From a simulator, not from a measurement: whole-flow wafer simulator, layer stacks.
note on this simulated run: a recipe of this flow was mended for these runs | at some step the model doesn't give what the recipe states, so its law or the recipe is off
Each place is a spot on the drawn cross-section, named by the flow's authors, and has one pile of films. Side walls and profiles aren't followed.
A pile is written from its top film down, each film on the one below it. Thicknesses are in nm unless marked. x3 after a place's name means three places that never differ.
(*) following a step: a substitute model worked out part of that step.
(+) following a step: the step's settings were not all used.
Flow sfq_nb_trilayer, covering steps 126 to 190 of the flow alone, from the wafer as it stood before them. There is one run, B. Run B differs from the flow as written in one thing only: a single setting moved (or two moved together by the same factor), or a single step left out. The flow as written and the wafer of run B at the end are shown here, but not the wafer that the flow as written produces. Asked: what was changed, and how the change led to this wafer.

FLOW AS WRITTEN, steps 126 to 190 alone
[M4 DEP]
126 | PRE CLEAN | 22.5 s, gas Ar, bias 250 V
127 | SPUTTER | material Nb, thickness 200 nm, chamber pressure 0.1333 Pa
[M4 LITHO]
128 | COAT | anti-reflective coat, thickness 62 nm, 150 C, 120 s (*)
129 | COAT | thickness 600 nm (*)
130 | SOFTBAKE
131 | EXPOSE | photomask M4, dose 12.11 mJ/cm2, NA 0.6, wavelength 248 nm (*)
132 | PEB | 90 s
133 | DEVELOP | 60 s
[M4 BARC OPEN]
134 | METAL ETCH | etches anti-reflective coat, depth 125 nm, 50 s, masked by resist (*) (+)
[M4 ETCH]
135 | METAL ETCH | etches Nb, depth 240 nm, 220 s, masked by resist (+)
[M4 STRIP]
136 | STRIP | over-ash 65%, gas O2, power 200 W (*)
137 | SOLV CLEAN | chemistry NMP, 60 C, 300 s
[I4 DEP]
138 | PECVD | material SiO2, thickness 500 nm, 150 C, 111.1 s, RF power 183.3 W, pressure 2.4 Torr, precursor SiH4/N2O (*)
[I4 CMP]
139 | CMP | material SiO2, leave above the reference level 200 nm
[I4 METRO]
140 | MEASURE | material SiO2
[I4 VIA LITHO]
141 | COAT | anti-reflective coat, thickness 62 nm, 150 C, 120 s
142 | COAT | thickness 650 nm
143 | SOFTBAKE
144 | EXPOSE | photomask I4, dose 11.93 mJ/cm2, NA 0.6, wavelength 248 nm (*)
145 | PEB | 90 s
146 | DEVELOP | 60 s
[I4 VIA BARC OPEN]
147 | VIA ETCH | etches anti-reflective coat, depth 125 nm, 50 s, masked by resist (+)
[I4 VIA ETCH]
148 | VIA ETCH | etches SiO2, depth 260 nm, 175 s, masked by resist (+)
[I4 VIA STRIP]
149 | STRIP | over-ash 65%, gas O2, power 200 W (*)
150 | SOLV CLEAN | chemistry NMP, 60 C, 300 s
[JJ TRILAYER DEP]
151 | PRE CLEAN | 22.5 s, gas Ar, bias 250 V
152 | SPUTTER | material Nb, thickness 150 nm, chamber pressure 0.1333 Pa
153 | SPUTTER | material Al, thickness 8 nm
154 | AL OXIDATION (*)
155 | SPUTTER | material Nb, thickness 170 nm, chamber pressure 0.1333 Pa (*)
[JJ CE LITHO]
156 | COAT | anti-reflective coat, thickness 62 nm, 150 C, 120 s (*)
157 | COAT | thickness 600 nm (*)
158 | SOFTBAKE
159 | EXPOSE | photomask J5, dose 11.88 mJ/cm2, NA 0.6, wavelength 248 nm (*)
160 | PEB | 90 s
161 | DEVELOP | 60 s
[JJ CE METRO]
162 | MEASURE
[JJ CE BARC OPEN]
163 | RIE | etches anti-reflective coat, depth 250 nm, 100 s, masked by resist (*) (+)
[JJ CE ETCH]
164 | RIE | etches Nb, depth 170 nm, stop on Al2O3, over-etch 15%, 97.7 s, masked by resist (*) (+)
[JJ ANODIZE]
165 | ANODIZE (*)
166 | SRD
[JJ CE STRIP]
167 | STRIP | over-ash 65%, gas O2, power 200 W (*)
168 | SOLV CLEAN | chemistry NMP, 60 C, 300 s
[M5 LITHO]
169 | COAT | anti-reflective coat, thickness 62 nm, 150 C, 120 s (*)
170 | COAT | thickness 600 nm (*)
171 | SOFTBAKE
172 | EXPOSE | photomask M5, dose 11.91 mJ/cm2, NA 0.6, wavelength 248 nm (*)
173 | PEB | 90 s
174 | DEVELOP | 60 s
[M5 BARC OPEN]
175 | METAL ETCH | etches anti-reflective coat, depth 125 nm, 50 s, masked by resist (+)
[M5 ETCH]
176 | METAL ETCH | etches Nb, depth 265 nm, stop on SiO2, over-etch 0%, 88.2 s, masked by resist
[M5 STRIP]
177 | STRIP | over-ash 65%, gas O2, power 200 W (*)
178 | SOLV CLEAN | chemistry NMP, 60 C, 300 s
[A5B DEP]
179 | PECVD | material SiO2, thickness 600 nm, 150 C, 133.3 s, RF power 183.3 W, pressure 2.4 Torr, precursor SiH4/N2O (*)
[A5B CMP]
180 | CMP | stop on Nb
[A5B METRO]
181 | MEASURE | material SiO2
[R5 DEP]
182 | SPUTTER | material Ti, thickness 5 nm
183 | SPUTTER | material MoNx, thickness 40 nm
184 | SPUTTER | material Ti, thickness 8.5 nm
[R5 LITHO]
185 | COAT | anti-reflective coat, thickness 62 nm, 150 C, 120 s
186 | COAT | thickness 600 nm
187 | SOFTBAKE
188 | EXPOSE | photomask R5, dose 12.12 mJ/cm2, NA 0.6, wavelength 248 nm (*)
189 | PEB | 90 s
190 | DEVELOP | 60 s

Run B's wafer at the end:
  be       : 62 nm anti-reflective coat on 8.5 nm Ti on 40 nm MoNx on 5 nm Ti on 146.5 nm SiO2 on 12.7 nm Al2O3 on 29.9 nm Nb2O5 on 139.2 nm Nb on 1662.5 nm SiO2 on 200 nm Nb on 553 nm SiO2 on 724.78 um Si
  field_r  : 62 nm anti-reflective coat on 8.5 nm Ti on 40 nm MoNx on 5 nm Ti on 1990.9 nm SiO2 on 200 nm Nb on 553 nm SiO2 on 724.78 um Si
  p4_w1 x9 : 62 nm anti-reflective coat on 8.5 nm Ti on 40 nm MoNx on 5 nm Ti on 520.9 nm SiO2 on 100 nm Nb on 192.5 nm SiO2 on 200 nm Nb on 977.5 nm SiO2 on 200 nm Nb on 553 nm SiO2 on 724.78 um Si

Cause: step 127, SPUTTER: thickness 100 nm was run, though the flow has thickness 200 nm.
One can read it off the wafer: p4_w1 x9 has Nb 100, and step 127 as written asks for 200 nm.

The path from the change to this, step by step:
  127 | SPUTTER | material Nb, thickness 200 nm, chamber pressure 0.1333 Pa
      field_l, v_sur, via_wl and 102 more: Nb gains 100 (new film) (as written it would have been: Nb gains 200 (new film))
      via_v: Nb gains 81.9 (as written it would have been: Nb gains 164.5)
  128 | COAT | anti-reflective coat, thickness 62 nm, 150 C, 120 s (*)
      via_v: anti-reflective coat gains 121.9 (new film) (as written it would have been: anti-reflective coat gains 126.8 (new film))
      wire: anti-reflective coat gains 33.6 (new film) (as written it would have been: anti-reflective coat gains 34.6 (new film))
  135 | METAL ETCH | etches Nb, depth 240 nm, 220 s, masked by resist (+)
      field_l, be, be_sur and 64 more: Nb loses 100 (all of it), SiO2 loses 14 (as written it would have been: Nb loses 200 (all of it), SiO2 loses 4)
  136 | STRIP | over-ash 65%, gas O2, power 200 W (*)
      via_v: KrF-resist-other-grade loses 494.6 (all of it), anti-reflective coat loses 121.9 (all of it) (as written it would have been: KrF-resist-other-grade loses 503.7 (all of it), anti-reflective coat loses 126.8 (all of it))
      wire: KrF-resist-other-grade loses 371.7 (all of it), anti-reflective coat loses 33.6 (all of it) (as written it would have been: KrF-resist-other-grade loses 369 (all of it), anti-reflective coat loses 34.6 (all of it))
  138 | PECVD | material SiO2, thickness 500 nm, 150 C, 111.1 s, RF power 183.3 W, pressure 2.4 Torr, precursor SiH4/N2O (*)
      p3_s0 x6: SiO2 gains 500 (as written it would have been: SiO2 gains 561.1)
      via_v: SiO2 gains 592.7 (new film) (as written it would have been: SiO2 gains 621.2 (new film))
  139 | CMP | material SiO2, leave above the reference level 200 nm
      field_l, be, be_sur and 55 more: SiO2 loses 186 (as written it would have been: SiO2 loses 96)
      p3_s0 x6: SiO2 loses 186 (as written it would have been: SiO2 loses 157.1)
      (as well as at 4 more places)
